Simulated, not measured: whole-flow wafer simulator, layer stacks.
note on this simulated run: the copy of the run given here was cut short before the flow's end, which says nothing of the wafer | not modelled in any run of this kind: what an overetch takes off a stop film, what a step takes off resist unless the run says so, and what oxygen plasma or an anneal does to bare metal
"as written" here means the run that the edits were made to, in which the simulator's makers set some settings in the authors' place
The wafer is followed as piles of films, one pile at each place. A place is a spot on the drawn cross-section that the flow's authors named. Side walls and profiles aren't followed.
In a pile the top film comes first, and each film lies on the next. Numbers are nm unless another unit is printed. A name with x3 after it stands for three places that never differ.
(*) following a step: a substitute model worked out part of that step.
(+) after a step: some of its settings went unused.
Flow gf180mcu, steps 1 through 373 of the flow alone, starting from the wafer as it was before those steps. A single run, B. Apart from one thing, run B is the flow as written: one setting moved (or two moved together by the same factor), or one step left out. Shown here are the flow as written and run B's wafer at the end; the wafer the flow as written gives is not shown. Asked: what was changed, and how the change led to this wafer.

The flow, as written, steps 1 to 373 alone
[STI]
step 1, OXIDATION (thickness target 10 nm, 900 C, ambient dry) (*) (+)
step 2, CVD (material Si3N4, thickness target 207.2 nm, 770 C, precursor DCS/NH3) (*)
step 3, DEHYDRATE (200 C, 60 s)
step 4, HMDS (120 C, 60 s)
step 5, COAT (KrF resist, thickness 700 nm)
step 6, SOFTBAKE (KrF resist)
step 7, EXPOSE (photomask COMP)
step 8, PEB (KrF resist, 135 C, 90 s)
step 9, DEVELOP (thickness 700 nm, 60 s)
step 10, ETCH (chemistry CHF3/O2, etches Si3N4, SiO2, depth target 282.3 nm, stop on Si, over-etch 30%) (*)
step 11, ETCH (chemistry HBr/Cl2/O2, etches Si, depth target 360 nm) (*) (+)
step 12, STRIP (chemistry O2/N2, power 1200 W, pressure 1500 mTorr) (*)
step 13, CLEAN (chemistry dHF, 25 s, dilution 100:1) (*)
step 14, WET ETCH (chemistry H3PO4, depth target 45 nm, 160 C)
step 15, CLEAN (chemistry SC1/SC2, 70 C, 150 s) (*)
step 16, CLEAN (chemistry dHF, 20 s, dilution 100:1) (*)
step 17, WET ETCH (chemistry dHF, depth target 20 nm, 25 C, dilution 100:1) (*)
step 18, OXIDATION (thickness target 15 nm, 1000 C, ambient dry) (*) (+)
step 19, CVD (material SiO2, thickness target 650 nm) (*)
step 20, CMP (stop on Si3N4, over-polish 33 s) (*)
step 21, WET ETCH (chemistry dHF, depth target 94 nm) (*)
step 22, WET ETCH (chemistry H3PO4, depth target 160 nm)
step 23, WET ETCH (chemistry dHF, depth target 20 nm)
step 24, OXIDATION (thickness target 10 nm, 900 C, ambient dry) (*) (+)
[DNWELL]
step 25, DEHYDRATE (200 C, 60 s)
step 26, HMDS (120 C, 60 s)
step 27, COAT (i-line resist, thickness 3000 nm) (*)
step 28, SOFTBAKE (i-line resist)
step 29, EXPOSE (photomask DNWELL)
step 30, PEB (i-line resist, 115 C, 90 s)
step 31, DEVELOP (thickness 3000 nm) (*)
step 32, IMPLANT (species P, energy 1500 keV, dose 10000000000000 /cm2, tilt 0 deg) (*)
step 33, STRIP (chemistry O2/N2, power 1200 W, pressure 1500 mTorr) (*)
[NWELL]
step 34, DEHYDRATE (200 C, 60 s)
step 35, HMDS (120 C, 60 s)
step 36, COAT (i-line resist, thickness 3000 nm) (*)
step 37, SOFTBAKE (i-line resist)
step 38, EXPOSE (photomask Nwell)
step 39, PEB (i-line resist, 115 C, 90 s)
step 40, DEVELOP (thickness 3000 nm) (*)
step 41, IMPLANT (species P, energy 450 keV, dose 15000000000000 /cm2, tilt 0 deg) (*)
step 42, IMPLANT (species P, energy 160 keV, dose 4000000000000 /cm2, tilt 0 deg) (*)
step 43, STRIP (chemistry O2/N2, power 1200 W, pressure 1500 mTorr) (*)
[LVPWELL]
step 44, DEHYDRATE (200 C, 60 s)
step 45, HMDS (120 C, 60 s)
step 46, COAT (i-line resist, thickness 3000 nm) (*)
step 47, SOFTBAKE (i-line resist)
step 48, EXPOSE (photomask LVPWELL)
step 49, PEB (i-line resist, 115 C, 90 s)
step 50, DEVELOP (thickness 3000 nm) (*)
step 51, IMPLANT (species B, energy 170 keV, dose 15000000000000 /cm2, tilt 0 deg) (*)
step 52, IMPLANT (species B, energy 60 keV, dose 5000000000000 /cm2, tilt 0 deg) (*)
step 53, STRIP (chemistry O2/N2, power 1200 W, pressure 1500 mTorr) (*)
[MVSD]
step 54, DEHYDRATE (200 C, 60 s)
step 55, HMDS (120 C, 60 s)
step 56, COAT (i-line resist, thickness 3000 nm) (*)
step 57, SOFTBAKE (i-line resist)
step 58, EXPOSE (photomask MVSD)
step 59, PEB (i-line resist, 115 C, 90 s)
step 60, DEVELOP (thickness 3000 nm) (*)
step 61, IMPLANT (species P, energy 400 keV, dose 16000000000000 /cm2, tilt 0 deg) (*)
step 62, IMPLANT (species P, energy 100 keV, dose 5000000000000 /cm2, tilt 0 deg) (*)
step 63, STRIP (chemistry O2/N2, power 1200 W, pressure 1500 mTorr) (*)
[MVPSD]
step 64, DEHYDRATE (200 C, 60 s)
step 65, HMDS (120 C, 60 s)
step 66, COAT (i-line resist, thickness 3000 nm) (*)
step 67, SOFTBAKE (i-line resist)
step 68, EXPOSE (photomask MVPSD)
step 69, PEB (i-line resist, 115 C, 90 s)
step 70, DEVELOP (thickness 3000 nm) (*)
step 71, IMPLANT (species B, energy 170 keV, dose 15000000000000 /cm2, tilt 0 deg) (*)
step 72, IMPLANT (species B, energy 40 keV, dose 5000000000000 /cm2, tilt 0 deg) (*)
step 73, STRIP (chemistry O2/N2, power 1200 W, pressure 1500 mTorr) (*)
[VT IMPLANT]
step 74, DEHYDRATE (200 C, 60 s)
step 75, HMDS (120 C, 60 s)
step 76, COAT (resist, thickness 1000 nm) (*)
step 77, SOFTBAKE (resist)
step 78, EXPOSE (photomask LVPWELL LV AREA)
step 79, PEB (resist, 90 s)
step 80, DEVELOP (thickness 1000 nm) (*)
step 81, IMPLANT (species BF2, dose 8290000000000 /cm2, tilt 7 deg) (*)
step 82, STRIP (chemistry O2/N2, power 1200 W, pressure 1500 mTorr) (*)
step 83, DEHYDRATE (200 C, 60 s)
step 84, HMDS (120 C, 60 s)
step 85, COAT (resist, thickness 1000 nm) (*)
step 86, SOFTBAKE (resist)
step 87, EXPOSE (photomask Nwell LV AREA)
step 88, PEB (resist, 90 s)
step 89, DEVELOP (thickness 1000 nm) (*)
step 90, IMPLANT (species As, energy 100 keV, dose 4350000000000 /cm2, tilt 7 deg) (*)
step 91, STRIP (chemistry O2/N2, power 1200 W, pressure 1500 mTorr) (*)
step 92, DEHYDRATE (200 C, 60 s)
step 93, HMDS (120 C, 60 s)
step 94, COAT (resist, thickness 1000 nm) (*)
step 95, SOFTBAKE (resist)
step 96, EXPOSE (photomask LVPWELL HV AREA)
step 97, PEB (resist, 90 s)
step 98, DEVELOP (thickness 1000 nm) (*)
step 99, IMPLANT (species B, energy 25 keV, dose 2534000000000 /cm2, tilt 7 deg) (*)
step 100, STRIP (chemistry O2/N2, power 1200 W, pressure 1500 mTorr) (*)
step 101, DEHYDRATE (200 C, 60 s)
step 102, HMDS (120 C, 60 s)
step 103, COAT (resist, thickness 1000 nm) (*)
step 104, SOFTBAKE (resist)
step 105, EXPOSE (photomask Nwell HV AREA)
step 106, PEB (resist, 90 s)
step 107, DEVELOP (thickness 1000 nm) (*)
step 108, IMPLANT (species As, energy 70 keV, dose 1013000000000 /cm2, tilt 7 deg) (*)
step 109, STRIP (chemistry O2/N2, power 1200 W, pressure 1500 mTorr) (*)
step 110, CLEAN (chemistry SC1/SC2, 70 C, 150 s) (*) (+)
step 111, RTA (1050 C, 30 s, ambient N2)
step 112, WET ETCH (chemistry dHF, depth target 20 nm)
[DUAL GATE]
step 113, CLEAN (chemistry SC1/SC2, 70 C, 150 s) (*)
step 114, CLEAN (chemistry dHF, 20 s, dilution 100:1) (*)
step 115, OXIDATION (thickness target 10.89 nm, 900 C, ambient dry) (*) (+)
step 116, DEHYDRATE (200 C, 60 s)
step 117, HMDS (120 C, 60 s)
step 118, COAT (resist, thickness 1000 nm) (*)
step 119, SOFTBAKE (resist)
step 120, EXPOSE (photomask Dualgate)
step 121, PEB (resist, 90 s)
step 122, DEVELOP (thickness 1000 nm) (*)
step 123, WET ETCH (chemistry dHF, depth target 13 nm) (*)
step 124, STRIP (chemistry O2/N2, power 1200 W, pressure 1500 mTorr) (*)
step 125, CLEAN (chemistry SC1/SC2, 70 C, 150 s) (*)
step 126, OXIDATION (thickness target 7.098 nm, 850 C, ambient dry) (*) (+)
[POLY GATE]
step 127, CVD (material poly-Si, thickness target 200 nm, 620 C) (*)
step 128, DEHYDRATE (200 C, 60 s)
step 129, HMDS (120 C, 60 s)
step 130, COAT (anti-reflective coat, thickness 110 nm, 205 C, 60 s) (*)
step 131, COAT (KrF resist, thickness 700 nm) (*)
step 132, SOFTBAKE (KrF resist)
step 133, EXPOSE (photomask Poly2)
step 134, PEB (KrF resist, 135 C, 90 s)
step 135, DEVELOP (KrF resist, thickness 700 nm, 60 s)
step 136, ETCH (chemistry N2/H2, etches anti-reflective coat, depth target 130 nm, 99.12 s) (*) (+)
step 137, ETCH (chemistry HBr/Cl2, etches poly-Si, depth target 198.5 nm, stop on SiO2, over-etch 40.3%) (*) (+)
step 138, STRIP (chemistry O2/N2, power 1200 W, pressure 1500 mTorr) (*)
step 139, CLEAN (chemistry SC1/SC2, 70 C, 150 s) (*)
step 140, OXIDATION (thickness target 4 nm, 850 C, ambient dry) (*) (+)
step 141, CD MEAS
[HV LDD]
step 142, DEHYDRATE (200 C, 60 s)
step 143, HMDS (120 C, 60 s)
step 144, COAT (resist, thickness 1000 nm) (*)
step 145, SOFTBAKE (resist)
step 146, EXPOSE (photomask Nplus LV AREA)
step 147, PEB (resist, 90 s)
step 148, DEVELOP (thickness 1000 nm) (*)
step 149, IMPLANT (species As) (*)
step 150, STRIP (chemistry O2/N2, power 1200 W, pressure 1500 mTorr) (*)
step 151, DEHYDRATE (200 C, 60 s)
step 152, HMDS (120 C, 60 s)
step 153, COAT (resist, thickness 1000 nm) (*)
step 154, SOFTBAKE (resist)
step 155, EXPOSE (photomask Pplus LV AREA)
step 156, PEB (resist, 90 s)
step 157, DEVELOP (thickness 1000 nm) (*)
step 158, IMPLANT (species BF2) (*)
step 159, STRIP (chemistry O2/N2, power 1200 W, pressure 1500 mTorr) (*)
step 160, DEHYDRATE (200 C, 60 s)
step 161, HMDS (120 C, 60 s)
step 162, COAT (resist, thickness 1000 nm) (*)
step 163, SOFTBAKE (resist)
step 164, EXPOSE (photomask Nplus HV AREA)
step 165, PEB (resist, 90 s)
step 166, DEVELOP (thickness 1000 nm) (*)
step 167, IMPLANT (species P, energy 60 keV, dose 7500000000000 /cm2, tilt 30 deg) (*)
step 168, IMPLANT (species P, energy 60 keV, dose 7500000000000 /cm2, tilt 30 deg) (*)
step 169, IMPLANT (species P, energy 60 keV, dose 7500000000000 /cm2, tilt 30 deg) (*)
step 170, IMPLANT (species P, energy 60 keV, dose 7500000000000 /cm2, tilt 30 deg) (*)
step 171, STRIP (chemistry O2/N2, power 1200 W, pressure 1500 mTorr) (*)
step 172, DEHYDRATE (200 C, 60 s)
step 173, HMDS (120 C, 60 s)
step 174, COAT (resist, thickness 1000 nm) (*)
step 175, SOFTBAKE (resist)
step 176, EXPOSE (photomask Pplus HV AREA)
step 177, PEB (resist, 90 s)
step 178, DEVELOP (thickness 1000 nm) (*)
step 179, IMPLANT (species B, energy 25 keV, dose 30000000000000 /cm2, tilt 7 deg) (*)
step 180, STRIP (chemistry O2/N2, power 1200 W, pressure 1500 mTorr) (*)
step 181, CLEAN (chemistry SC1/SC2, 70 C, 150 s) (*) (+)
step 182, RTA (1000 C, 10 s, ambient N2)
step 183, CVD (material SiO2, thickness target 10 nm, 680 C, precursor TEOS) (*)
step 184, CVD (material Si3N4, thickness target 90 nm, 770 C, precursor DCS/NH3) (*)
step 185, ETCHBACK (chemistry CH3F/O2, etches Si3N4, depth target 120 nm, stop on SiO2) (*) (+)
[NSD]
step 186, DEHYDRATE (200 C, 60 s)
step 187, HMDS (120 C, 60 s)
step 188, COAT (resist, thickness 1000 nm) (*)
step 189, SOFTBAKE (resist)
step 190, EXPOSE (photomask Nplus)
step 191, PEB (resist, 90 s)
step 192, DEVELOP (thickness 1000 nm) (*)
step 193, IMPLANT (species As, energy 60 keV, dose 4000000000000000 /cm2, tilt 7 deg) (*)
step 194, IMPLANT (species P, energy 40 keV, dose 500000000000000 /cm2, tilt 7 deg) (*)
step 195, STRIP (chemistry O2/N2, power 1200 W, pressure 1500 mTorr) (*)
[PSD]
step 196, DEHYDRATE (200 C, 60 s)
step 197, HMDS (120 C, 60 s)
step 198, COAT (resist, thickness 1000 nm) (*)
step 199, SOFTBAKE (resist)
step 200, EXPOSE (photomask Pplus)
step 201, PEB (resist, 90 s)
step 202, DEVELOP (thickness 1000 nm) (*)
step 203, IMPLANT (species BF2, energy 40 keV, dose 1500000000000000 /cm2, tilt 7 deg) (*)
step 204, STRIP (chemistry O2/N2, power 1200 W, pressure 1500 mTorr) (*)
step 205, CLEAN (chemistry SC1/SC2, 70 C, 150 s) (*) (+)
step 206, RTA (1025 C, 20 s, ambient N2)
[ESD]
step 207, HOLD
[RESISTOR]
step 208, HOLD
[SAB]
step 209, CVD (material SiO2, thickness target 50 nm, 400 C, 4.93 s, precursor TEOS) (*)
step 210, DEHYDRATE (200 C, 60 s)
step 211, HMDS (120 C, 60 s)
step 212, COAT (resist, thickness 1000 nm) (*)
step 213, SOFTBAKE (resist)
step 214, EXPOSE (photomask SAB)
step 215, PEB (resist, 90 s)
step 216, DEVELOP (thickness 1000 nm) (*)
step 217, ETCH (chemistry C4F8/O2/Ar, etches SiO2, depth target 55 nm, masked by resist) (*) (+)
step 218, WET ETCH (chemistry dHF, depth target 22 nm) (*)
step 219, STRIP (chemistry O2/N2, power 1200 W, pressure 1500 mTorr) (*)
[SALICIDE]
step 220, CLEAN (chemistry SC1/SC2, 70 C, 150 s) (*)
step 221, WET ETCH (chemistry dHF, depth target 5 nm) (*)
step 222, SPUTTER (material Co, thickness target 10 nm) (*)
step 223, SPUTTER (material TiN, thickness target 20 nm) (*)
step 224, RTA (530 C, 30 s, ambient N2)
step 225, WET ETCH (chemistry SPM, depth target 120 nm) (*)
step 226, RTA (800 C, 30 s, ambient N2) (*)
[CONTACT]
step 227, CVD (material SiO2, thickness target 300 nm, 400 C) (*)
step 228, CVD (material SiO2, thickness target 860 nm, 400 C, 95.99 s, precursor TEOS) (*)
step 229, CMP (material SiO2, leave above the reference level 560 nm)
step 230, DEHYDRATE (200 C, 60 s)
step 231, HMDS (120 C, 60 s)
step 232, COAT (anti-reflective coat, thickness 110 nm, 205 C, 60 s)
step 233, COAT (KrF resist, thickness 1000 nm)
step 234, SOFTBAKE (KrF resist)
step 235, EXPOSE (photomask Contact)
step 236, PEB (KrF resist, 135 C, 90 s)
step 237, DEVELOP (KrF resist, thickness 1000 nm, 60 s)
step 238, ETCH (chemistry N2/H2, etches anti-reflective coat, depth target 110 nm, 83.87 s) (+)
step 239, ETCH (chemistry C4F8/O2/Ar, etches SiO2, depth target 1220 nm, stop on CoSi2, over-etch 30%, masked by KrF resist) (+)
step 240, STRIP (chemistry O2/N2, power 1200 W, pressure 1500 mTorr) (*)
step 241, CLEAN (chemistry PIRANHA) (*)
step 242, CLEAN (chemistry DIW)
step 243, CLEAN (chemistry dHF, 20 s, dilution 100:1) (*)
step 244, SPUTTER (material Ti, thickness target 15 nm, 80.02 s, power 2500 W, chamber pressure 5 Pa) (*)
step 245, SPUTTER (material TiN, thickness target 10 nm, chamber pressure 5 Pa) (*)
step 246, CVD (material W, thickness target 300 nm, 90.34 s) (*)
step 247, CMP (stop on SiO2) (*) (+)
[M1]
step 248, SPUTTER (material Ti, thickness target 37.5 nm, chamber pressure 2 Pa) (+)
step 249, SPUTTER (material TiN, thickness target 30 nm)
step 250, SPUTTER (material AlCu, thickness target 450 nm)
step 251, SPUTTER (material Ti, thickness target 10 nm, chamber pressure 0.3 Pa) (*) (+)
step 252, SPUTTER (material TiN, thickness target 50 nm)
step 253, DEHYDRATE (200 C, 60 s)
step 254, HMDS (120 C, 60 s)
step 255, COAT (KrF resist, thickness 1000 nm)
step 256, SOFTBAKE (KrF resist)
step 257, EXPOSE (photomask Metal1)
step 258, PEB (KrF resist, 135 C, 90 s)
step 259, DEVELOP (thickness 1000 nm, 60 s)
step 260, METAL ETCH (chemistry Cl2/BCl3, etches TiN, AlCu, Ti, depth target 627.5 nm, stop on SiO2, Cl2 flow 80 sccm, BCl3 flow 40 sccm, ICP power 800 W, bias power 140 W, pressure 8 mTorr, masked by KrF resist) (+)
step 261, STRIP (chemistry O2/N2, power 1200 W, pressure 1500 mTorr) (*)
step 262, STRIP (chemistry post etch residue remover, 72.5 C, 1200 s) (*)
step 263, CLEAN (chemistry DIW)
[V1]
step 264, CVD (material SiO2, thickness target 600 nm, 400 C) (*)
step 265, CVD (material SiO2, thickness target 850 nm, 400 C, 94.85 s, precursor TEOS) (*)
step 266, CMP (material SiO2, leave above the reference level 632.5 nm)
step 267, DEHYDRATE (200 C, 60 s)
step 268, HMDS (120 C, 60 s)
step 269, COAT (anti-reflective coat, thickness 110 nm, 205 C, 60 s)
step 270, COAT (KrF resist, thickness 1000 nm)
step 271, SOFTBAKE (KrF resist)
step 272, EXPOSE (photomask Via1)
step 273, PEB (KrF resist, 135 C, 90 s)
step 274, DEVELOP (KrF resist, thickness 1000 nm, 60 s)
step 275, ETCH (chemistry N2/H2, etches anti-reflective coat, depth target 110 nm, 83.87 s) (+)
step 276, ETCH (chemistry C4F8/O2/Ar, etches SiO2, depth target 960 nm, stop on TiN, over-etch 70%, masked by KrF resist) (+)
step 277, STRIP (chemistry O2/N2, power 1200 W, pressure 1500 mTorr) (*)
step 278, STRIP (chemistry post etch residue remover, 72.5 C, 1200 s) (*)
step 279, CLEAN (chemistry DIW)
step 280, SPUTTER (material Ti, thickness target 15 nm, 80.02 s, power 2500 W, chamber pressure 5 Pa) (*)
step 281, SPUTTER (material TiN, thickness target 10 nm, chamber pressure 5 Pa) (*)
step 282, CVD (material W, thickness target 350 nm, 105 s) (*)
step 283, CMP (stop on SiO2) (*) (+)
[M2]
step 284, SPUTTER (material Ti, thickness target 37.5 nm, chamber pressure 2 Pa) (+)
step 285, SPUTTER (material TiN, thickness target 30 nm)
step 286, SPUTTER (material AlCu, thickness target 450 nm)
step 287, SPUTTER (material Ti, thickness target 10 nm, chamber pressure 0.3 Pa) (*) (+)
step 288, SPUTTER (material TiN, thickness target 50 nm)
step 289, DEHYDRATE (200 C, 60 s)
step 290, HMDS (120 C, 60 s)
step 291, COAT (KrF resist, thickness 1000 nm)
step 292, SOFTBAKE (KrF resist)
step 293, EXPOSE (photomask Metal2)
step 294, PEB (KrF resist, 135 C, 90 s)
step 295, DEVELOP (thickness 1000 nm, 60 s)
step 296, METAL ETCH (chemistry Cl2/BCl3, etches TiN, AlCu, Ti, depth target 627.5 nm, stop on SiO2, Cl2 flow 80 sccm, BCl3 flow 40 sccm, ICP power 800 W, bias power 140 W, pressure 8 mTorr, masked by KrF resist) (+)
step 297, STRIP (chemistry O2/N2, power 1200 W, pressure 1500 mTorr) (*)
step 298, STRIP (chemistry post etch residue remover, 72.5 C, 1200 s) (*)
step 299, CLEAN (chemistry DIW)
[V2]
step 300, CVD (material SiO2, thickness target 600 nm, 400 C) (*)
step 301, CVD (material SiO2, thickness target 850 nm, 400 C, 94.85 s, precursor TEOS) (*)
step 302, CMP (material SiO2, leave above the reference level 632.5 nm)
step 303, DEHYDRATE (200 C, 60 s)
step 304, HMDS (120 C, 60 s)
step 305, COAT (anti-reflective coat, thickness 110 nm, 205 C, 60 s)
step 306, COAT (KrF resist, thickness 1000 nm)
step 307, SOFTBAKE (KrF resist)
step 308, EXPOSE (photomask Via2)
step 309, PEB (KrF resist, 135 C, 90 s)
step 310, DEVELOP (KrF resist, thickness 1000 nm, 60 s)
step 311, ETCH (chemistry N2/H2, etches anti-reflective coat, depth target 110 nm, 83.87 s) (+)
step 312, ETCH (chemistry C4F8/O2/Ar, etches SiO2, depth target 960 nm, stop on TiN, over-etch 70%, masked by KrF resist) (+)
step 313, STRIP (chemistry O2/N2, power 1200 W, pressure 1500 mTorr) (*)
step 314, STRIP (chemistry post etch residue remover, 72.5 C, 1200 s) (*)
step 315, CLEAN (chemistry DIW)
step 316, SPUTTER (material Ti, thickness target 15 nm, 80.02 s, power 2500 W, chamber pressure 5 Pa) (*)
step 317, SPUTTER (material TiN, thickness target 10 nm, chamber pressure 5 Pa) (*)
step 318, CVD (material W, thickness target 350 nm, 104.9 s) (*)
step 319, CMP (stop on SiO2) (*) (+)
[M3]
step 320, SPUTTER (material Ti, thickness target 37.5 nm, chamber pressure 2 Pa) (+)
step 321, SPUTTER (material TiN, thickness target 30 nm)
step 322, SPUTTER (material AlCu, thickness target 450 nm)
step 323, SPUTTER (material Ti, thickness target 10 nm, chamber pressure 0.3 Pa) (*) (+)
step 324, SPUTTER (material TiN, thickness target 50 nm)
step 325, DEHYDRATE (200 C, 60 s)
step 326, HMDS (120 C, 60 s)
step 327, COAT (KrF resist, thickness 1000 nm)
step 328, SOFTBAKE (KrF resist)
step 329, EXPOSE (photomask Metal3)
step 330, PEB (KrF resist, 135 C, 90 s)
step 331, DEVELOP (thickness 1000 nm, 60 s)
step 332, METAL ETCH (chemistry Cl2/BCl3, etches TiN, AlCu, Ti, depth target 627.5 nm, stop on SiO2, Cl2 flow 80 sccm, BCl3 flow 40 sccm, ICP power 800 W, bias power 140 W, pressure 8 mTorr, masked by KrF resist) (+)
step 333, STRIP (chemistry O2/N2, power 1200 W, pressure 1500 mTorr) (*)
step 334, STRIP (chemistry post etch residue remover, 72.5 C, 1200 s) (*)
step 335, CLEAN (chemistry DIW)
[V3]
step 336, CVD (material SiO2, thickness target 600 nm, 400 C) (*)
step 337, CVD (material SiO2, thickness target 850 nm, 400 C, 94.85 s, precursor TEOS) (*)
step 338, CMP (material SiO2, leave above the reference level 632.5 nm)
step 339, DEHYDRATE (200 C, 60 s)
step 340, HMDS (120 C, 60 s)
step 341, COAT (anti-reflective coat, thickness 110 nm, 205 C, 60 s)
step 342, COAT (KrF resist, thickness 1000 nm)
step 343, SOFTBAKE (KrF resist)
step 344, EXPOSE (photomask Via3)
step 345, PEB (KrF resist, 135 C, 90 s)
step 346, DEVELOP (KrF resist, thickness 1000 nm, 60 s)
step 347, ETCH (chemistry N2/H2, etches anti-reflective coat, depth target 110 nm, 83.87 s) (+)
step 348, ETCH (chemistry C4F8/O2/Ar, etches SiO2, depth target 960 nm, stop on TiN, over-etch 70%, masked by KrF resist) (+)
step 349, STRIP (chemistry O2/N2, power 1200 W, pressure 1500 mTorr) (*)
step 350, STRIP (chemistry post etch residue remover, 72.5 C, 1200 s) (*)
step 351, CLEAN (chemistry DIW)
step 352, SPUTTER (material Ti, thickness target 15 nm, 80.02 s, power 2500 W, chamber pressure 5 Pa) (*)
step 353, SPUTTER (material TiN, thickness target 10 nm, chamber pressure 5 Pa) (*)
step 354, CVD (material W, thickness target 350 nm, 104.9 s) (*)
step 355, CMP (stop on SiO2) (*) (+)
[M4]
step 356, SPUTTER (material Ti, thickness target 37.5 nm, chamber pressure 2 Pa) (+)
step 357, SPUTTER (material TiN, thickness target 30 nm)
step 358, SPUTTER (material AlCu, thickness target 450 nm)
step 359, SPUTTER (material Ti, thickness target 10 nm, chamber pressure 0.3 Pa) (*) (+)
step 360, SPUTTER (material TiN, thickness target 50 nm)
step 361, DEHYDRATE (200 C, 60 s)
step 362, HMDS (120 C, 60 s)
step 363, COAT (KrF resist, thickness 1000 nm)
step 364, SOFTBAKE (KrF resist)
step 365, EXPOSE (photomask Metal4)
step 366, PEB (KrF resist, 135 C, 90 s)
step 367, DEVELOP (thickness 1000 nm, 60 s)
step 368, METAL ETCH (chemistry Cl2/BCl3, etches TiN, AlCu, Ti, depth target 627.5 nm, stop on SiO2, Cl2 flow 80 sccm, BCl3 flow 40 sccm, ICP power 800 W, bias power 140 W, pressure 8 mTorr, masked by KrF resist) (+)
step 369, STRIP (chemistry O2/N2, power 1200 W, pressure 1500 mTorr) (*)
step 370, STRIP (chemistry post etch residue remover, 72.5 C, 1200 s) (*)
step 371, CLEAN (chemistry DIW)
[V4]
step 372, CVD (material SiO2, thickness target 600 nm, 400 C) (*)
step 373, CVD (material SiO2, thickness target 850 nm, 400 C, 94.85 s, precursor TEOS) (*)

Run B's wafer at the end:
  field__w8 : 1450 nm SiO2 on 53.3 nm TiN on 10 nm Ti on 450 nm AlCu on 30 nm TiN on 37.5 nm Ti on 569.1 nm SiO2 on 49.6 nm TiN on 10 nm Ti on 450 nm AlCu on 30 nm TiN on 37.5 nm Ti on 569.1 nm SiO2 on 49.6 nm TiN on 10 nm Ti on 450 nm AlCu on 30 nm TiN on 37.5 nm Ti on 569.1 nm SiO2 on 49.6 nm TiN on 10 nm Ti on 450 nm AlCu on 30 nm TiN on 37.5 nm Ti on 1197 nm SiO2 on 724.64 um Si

Cause: step 360, SPUTTER: thickness target 53.7 nm was run, though the flow has thickness target 50 nm.

Step by step, how the change led to this:
  step 360, SPUTTER (material TiN, thickness target 50 nm)
      field, field__w1, field__w2 and 108 more: TiN gains 53.7 (new film) (in the flow as written it would be: TiN gains 50 (new film))
  step 368, METAL ETCH (chemistry Cl2/BCl3, etches TiN, AlCu, Ti, depth target 627.5 nm, stop on SiO2, Cl2 flow 80 sccm, BCl3 flow 40 sccm, ICP power 800 W, bias power 140 W, pressure 8 mTorr, masked by KrF resist) (+)
      field, field__w1, field__w2 and 103 more: TiN loses 53.7 (all of it), Ti loses 10 (all of it), AlCu loses 450 (all of it), TiN loses 30 (all of it), Ti loses 37.5 (all of it) (in the flow as written it would be: TiN loses 50 (all of it), Ti loses 10 (all of it), AlCu loses 450 (all of it), TiN loses 30 (all of it), Ti loses 37.5 (all of it))
